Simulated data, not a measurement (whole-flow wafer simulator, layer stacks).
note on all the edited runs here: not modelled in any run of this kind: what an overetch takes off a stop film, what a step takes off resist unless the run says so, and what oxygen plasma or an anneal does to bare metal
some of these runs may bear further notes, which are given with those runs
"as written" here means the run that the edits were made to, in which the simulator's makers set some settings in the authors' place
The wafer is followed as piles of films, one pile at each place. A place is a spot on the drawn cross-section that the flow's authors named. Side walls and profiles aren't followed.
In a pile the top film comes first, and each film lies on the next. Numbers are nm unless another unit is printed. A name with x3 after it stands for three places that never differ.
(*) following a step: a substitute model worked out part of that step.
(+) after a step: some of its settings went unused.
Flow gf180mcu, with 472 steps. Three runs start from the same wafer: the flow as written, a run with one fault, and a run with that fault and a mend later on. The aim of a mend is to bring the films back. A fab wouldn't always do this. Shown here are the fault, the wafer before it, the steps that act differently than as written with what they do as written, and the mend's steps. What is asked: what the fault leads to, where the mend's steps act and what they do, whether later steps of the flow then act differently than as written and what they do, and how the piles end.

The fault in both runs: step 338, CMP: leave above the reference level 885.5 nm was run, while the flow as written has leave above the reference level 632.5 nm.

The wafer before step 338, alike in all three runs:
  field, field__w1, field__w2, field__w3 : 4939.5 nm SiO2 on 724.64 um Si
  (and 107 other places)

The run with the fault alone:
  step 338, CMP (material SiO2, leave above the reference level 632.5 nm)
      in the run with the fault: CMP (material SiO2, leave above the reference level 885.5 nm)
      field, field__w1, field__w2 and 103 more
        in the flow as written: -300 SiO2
        in the run with the fault: -47 SiO2
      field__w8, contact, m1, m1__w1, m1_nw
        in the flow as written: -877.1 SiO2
        in the run with the fault: -624.1 SiO2
  Steps further on in the flow that do not act as written:
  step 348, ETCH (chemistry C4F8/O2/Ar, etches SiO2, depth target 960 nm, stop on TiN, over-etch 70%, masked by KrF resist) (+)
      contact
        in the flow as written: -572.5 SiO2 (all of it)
        in the run with the fault: -825.5 SiO2 (all of it)
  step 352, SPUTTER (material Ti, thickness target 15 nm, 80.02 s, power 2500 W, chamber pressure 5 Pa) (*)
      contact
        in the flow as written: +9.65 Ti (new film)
        in the run with the fault: +8.34 Ti (new film)
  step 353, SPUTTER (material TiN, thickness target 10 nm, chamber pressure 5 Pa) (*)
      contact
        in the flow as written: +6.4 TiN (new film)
        in the run with the fault: +5.52 TiN (new film)
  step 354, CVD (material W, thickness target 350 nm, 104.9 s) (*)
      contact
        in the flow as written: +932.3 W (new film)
        in the run with the fault: +1187.5 W (new film)
  The piles end different from the flow's at field, field__w1, field__w2 and 109 more by more than 2% or 0.5 nm, whichever is larger.
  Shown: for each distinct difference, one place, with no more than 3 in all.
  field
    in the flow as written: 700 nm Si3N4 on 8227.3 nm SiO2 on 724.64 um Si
    in the run with the fault: 700 nm Si3N4 on 8480.3 nm SiO2 on 724.64 um Si
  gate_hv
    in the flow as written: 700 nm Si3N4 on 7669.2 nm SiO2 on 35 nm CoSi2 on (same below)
    in the run with the fault: 700 nm Si3N4 on 7922.2 nm SiO2 on 35 nm CoSi2 on (same below)
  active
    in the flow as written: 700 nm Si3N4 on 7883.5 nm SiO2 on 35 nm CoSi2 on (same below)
    in the run with the fault: 700 nm Si3N4 on 8136.5 nm SiO2 on 35 nm CoSi2 on (same below)

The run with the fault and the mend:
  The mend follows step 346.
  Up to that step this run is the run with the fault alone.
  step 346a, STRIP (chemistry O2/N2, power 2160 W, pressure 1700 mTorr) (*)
      field, field__w1, field__w2 and 107 more
        -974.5 KrF resist (all of it), -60 anti-reflective coat (all of it)
      contact
        -60 anti-reflective coat (all of it)
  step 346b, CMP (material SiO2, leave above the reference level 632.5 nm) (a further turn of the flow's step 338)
      field, field__w1, field__w2 and 108 more
        -253 SiO2
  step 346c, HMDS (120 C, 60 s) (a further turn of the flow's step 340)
      alters no film at any place that is followed
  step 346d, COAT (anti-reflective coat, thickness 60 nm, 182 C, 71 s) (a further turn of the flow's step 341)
      field, field__w1, field__w2 and 108 more
        +60 anti-reflective coat (new film)
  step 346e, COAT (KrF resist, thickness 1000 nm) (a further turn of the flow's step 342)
      field, field__w1, field__w2 and 108 more
        +1000 KrF resist (new film)
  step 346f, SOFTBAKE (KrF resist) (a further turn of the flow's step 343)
      alters no film at any place that is followed
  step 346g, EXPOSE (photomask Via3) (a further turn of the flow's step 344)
      alters no film at any place that is followed
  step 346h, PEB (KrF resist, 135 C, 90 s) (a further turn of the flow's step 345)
      field, field__w1, field__w2 and 108 more
        -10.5 KrF resist
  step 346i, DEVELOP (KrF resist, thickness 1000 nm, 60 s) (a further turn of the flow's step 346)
      field, field__w1, field__w2 and 107 more
        -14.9 KrF resist
      contact
        -989.5 KrF resist (all of it)
  None of the later steps of the flow acts differently than as written at any place that is followed.
  The piles end the same as the flow's at every place that both follow.
